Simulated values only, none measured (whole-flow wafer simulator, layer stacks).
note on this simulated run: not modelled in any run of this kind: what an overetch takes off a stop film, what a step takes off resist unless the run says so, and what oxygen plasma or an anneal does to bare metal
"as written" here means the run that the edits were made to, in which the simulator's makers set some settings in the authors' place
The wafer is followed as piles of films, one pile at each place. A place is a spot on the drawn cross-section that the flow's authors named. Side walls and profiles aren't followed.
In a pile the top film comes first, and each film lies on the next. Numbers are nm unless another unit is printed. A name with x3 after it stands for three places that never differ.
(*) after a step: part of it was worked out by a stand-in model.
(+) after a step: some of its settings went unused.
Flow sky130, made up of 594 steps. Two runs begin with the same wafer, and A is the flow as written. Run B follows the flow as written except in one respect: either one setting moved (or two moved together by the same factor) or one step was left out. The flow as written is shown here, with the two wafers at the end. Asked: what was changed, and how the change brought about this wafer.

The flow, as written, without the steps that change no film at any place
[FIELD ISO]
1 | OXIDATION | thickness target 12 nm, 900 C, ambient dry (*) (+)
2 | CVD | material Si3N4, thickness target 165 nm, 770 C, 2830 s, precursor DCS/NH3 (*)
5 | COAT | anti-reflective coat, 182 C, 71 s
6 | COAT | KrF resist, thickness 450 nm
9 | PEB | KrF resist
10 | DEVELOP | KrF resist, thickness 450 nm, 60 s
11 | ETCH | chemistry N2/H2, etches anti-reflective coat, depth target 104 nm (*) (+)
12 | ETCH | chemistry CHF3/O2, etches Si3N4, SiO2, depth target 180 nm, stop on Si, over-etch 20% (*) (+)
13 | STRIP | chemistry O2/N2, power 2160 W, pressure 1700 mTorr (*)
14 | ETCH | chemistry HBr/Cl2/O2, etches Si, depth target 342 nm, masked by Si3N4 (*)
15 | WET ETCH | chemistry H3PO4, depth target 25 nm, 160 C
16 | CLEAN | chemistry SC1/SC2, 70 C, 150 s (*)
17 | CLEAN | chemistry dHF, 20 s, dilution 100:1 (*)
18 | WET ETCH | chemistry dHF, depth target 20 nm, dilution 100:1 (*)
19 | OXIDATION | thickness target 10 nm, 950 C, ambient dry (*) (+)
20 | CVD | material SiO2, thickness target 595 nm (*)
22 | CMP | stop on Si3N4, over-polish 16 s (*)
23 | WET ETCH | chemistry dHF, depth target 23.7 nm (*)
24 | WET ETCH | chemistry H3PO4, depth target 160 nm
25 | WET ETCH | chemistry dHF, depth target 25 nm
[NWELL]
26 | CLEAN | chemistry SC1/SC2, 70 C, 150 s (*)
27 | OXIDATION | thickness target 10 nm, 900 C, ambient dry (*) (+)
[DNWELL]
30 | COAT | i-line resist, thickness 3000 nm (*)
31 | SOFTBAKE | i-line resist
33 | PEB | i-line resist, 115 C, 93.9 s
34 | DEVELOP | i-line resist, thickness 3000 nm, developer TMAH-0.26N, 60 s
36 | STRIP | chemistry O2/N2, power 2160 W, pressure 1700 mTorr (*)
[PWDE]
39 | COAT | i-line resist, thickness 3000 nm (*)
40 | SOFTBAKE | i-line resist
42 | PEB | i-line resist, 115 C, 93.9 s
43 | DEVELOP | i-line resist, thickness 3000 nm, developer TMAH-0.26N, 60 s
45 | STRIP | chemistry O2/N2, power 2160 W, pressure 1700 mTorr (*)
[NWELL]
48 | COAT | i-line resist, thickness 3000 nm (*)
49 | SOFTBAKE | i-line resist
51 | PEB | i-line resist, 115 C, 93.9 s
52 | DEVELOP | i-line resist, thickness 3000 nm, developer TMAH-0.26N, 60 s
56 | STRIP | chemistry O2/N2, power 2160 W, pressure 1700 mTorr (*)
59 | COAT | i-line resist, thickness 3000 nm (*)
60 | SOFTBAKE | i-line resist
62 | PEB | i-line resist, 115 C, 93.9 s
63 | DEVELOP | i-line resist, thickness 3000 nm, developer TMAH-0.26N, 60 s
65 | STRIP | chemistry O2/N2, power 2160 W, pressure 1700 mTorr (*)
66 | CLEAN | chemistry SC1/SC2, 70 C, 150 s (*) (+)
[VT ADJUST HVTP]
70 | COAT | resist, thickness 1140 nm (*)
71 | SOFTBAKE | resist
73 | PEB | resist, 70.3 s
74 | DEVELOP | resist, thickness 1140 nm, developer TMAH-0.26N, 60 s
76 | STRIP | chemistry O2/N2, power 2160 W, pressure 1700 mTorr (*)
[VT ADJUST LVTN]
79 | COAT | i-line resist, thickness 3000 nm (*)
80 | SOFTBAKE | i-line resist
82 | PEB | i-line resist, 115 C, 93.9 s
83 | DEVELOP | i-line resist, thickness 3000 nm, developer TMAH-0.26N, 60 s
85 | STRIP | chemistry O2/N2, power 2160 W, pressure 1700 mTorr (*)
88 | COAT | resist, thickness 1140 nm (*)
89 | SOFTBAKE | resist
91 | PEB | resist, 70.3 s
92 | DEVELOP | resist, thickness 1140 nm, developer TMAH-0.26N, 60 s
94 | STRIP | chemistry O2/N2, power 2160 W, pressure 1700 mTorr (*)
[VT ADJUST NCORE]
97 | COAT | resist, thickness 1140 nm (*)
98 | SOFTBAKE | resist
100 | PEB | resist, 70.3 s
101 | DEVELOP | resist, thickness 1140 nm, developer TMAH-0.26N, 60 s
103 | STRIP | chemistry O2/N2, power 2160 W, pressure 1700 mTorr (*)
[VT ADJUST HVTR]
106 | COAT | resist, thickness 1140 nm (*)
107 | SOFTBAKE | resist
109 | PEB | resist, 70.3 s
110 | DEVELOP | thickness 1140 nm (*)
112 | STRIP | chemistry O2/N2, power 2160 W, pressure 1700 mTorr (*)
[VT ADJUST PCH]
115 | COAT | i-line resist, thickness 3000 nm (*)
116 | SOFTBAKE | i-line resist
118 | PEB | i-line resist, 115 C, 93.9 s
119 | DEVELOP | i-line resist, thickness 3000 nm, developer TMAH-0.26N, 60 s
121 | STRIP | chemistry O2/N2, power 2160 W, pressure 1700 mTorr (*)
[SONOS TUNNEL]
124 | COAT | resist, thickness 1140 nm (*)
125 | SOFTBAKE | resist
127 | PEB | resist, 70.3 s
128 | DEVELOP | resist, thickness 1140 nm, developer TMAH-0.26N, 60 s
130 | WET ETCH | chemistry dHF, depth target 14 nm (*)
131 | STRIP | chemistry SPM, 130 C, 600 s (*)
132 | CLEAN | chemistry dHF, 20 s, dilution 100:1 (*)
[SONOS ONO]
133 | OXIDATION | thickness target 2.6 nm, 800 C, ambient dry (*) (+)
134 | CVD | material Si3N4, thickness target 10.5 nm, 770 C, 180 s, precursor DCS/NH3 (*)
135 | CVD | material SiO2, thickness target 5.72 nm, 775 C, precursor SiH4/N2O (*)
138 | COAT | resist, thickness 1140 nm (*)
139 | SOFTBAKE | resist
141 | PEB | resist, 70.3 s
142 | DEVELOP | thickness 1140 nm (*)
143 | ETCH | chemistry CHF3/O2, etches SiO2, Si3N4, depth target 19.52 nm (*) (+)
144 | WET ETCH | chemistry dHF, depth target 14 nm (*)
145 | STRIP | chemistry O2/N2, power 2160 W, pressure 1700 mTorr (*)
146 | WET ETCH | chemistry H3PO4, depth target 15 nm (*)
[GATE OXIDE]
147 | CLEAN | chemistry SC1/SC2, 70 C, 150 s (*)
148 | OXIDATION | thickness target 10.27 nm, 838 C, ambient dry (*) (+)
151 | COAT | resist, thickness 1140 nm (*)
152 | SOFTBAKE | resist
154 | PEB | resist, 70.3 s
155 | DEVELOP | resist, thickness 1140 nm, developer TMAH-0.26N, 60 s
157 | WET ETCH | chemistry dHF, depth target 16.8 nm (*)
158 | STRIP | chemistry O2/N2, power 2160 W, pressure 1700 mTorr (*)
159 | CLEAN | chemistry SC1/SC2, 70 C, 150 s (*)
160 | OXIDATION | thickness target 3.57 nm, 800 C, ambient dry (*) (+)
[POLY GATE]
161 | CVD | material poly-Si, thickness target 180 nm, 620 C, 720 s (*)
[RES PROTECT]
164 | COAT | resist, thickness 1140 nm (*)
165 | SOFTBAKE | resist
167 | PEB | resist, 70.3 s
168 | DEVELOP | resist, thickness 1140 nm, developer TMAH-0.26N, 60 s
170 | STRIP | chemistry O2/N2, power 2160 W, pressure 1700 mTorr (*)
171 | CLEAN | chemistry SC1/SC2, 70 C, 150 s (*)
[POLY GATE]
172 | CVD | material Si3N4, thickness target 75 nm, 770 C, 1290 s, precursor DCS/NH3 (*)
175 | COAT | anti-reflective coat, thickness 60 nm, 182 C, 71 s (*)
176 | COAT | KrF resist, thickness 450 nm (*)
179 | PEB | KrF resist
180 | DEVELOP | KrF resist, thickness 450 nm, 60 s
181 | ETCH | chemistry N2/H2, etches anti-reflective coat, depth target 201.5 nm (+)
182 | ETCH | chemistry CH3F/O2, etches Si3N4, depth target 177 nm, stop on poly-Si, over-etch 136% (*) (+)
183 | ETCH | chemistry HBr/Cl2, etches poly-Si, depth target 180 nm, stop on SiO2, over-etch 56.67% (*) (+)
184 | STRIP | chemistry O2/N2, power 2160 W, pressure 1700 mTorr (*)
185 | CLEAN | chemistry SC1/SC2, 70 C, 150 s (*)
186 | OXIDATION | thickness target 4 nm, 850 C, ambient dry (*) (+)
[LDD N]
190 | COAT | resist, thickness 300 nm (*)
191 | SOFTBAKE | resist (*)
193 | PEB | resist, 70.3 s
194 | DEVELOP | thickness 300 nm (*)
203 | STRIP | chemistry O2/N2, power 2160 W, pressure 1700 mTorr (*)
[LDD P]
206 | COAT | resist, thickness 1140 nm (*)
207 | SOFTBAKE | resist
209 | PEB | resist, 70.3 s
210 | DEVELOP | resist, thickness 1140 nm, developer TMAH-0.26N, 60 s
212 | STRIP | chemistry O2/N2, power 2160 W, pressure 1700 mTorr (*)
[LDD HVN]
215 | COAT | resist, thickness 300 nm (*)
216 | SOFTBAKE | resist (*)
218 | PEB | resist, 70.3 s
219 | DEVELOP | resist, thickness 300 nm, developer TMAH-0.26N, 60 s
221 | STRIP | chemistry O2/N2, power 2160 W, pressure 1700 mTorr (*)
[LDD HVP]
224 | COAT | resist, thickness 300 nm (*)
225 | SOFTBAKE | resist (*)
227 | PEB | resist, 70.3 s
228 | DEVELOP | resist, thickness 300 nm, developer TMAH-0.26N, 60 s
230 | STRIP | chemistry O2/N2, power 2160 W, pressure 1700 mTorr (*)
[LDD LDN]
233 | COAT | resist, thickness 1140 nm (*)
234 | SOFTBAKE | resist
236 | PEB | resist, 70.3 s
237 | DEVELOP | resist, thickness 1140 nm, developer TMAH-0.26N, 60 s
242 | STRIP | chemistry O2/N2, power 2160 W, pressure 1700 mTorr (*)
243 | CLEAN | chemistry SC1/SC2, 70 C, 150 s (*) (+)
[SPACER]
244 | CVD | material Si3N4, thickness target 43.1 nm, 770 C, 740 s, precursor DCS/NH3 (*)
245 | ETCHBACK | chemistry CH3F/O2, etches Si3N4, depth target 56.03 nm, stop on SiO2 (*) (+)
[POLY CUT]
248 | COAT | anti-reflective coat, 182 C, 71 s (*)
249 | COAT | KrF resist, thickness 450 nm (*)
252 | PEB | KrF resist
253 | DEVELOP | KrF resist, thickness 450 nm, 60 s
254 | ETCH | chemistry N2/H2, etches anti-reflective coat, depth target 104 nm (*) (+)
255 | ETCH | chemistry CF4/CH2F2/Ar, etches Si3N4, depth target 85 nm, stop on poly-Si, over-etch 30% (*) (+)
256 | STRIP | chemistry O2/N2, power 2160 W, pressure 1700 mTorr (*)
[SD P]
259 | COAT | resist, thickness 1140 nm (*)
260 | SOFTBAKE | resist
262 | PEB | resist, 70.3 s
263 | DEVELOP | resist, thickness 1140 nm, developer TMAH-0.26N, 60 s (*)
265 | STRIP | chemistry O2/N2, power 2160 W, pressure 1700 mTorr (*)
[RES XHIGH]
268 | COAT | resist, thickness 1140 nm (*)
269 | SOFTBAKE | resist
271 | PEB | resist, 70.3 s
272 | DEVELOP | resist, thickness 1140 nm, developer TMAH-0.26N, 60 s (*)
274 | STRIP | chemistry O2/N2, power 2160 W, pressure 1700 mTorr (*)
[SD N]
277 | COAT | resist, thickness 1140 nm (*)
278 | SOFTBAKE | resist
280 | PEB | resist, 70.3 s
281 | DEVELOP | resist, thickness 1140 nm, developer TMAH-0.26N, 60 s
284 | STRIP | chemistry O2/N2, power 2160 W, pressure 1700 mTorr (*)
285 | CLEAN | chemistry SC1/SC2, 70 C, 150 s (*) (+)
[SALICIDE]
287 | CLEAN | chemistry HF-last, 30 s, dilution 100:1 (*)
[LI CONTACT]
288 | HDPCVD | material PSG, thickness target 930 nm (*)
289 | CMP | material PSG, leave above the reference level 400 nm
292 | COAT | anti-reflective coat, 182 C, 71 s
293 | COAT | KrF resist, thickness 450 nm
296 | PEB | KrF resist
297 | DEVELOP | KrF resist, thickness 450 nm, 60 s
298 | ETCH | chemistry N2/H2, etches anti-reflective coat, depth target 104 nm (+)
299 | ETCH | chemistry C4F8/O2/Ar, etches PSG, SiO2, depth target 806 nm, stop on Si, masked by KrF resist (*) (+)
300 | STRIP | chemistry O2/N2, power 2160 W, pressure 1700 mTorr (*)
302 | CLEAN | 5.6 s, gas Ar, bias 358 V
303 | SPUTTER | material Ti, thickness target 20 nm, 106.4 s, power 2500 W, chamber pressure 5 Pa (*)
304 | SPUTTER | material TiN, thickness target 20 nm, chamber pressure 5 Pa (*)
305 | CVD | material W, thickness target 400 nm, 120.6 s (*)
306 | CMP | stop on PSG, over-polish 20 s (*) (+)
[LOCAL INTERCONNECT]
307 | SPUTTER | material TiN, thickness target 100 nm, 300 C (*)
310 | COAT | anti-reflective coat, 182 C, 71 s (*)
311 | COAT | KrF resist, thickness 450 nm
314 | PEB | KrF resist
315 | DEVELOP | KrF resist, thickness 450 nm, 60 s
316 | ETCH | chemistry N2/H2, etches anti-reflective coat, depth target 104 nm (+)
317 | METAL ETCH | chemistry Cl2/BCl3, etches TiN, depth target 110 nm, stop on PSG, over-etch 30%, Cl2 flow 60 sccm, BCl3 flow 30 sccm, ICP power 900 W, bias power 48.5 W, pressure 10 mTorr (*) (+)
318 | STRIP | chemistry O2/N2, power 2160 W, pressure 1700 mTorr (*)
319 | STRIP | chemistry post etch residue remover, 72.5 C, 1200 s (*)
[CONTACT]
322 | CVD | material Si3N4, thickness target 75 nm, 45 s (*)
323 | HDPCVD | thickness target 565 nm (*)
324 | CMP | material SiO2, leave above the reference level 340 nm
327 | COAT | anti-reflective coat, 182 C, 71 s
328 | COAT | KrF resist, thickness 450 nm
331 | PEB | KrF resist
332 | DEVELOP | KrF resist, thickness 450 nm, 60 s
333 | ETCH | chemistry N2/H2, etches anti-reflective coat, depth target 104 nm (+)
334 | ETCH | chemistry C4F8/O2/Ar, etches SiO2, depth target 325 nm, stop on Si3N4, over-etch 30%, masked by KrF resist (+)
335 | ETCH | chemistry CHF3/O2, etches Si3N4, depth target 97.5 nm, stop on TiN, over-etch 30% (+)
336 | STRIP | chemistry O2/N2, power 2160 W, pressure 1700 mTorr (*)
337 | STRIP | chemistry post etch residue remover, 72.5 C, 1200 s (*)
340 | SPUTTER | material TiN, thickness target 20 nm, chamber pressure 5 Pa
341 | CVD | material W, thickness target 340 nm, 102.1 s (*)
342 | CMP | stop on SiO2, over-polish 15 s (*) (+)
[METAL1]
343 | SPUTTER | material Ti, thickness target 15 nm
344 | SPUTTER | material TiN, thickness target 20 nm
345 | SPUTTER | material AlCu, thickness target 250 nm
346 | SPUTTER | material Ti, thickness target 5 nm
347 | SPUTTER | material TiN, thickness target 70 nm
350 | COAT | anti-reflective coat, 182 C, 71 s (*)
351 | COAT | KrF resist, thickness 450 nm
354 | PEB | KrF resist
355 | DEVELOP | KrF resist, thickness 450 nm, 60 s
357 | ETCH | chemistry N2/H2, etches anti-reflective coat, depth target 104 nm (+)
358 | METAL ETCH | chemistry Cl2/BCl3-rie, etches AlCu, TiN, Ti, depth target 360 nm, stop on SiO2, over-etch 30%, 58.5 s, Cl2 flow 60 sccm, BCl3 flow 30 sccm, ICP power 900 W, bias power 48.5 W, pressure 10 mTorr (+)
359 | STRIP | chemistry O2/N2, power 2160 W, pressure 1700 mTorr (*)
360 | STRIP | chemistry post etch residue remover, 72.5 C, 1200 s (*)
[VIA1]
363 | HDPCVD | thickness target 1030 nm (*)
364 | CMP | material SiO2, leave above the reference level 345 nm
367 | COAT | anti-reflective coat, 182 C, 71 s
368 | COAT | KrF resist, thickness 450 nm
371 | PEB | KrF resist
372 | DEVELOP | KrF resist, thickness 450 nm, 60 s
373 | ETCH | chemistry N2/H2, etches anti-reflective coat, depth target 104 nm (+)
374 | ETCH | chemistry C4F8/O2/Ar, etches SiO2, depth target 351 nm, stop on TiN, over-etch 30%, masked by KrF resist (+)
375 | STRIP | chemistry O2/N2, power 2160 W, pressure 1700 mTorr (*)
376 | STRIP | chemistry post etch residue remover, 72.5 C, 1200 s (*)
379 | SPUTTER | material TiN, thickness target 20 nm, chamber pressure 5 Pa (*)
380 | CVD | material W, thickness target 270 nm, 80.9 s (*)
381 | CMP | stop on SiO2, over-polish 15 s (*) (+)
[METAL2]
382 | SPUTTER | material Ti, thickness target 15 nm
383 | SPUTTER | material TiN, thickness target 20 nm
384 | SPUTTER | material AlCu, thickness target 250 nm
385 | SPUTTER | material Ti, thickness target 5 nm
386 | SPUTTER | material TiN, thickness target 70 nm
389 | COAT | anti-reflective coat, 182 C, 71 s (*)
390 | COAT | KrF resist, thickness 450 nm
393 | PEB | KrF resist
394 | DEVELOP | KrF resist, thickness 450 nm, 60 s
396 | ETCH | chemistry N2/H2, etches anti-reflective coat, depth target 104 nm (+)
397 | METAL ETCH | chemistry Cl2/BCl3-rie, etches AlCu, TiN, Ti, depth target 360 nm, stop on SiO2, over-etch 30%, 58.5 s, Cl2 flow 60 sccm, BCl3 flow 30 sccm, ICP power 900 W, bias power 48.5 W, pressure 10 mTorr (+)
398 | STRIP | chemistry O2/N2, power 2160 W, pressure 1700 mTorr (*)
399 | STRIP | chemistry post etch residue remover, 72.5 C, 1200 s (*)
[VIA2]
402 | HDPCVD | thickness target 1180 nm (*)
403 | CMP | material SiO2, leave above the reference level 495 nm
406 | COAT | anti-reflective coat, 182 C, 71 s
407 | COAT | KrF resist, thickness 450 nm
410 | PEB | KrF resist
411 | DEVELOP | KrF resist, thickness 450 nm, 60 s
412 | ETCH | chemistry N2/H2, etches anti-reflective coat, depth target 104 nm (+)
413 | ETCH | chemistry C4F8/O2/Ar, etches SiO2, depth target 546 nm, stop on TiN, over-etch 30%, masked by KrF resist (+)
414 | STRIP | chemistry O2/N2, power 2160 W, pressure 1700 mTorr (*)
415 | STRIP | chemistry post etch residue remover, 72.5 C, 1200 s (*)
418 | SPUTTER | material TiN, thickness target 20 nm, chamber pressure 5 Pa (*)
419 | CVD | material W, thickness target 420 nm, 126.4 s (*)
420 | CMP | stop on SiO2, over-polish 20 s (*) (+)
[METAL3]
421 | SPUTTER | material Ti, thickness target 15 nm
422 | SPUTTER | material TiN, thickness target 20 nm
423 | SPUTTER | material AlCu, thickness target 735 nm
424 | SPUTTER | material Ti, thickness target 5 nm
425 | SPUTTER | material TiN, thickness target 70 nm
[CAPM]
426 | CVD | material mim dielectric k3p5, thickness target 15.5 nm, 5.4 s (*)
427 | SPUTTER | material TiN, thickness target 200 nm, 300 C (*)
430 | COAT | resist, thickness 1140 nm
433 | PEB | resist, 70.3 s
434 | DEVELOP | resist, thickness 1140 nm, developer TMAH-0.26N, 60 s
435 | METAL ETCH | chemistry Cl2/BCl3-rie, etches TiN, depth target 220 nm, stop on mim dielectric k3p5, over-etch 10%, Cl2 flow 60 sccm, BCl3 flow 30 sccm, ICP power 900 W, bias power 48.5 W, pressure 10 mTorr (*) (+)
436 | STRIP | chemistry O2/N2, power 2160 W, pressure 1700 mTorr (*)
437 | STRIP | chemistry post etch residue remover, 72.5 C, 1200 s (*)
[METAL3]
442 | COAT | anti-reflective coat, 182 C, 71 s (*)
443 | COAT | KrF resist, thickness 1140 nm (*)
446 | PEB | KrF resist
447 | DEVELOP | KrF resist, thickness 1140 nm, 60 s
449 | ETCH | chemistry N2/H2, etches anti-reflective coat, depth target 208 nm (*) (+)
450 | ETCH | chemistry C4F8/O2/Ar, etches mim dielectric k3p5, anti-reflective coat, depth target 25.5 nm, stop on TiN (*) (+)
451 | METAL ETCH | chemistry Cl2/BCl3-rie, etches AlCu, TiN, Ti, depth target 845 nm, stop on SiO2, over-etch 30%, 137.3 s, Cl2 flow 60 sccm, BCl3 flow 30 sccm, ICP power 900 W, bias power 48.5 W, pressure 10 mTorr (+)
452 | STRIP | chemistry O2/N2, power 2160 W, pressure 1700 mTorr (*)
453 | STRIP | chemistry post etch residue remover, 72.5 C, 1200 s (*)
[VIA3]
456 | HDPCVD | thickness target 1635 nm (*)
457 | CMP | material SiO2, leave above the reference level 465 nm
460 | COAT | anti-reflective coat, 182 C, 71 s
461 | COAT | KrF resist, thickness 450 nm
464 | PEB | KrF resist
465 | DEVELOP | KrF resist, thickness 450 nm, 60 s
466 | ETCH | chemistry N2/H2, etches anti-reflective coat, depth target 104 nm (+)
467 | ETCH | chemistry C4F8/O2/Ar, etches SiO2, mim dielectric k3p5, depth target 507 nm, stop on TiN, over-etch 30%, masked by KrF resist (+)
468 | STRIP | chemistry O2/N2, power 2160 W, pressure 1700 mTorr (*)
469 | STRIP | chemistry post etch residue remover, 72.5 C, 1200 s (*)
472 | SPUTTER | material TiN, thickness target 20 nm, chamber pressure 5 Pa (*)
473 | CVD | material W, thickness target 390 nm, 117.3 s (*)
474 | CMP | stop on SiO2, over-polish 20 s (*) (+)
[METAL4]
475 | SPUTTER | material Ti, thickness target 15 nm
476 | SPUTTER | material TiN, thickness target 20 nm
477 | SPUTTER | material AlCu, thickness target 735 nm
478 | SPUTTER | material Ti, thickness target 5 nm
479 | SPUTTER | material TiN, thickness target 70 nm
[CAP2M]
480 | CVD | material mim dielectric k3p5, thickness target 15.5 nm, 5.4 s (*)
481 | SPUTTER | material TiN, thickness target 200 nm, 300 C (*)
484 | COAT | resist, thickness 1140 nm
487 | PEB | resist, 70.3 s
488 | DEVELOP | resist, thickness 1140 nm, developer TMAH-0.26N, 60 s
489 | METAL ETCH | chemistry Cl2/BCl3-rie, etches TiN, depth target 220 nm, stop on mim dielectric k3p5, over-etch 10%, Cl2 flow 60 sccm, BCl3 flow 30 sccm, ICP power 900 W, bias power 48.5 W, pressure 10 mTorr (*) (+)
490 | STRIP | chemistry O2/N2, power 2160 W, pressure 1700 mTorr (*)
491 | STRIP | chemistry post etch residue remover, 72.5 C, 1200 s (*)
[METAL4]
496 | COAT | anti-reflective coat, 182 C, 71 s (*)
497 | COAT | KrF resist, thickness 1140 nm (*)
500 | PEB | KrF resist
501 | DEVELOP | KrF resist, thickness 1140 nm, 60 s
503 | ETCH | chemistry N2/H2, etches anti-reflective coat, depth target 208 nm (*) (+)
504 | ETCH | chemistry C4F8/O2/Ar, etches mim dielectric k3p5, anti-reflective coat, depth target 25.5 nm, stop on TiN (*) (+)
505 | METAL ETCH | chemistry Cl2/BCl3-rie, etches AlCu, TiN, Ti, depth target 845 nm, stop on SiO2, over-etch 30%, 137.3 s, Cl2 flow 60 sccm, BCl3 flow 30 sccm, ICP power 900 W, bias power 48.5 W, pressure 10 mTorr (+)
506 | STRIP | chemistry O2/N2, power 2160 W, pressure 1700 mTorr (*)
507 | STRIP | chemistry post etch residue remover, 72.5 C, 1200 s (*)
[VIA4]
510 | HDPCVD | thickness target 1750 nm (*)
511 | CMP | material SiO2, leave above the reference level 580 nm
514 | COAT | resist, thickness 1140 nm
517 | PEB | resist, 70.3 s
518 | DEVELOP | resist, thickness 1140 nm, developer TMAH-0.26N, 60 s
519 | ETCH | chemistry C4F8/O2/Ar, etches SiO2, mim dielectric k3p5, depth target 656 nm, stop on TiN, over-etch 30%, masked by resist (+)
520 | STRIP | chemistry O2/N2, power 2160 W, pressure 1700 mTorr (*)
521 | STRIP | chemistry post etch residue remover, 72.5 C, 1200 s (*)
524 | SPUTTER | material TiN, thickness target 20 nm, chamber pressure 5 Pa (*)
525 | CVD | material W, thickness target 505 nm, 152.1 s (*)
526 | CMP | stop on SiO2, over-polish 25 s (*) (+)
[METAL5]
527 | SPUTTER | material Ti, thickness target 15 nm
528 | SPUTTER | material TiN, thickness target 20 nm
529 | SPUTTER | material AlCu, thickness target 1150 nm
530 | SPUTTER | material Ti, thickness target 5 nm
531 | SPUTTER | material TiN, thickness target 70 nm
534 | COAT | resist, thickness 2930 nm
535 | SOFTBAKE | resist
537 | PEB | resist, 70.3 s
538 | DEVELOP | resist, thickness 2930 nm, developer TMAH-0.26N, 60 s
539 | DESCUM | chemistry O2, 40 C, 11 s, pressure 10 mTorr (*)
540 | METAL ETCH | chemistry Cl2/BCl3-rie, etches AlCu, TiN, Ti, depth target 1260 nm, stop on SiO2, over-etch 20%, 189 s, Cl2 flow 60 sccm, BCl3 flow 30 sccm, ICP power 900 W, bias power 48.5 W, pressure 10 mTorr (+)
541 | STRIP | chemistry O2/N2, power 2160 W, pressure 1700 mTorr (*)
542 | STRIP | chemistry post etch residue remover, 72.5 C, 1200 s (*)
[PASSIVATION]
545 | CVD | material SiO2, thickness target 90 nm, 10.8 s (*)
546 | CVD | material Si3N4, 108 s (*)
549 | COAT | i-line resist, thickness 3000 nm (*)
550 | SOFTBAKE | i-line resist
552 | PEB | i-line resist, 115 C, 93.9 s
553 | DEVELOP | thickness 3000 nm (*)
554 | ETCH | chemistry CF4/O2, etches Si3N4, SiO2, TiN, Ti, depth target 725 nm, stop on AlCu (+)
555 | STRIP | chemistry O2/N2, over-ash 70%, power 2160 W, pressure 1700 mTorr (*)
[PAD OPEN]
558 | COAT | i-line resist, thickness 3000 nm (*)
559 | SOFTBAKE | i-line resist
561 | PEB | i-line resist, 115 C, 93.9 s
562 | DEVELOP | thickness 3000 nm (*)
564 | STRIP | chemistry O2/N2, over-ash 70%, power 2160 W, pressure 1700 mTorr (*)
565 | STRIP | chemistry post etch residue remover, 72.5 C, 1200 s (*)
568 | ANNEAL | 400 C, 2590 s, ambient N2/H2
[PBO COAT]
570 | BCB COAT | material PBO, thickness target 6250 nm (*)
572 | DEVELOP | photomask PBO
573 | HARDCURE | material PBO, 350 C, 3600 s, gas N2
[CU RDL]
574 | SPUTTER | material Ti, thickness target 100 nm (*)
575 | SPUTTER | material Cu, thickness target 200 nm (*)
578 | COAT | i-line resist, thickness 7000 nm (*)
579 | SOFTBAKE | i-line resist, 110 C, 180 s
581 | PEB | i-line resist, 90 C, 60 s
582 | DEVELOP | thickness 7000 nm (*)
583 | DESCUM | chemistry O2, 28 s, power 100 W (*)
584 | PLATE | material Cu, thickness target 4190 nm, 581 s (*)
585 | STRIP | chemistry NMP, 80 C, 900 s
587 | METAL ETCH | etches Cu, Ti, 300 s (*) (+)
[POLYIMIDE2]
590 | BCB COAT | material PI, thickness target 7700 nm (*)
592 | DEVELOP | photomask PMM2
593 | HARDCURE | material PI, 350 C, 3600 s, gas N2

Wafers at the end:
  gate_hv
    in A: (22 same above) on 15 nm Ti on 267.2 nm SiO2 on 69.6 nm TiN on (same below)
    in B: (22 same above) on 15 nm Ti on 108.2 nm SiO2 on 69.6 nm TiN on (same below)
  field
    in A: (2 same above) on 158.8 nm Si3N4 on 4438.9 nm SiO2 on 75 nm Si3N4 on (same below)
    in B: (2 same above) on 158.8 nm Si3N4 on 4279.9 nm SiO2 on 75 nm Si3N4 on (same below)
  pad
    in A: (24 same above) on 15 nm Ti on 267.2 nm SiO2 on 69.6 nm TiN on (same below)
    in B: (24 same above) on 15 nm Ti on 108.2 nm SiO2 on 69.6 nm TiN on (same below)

Cause: step 364, CMP: leave above the reference level 186 nm was run, while the flow as written has leave above the reference level 345 nm.

How this came from the change, step by step:
  364 | CMP | material SiO2, leave above the reference level 345 nm
      n_well, p_well, gate_hv and 100 more: A SiO2 loses 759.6 | B SiO2 loses 918.6
      field, active, gate and 81 more: A SiO2 loses 389.1 | B SiO2 loses 548.1
      (as well as at 4 more places)
  374 | ETCH | chemistry C4F8/O2/Ar, etches SiO2, depth target 351 nm, stop on TiN, over-etch 30%, masked by KrF resist (+)
      field, active, n_well and 186 more: A KrF resist loses 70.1 | B KrF resist loses 28.8
      m1, via1_hole: A SiO2 loses 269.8 (all of it) | B SiO2 loses 110.8 (all of it)
  375 | STRIP | chemistry O2/N2, power 2160 W, pressure 1700 mTorr (*)
      field, active, n_well and 186 more: A KrF resist loses 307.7 (all of it), anti-reflective coat loses 80 (all of it) | B KrF resist loses 349 (all of it), anti-reflective coat loses 80 (all of it)
  379 | SPUTTER | material TiN, thickness target 20 nm, chamber pressure 5 Pa (*)
      m1: A TiN gains 11 | B TiN gains 14.6
      via1_hole: A TiN gains 10.9 | B TiN gains 14.6
  380 | CVD | material W, thickness target 270 nm, 80.9 s (*)
      m1, via1_hole: A W gains 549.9 (new film) | B W gains 387.2 (new film)
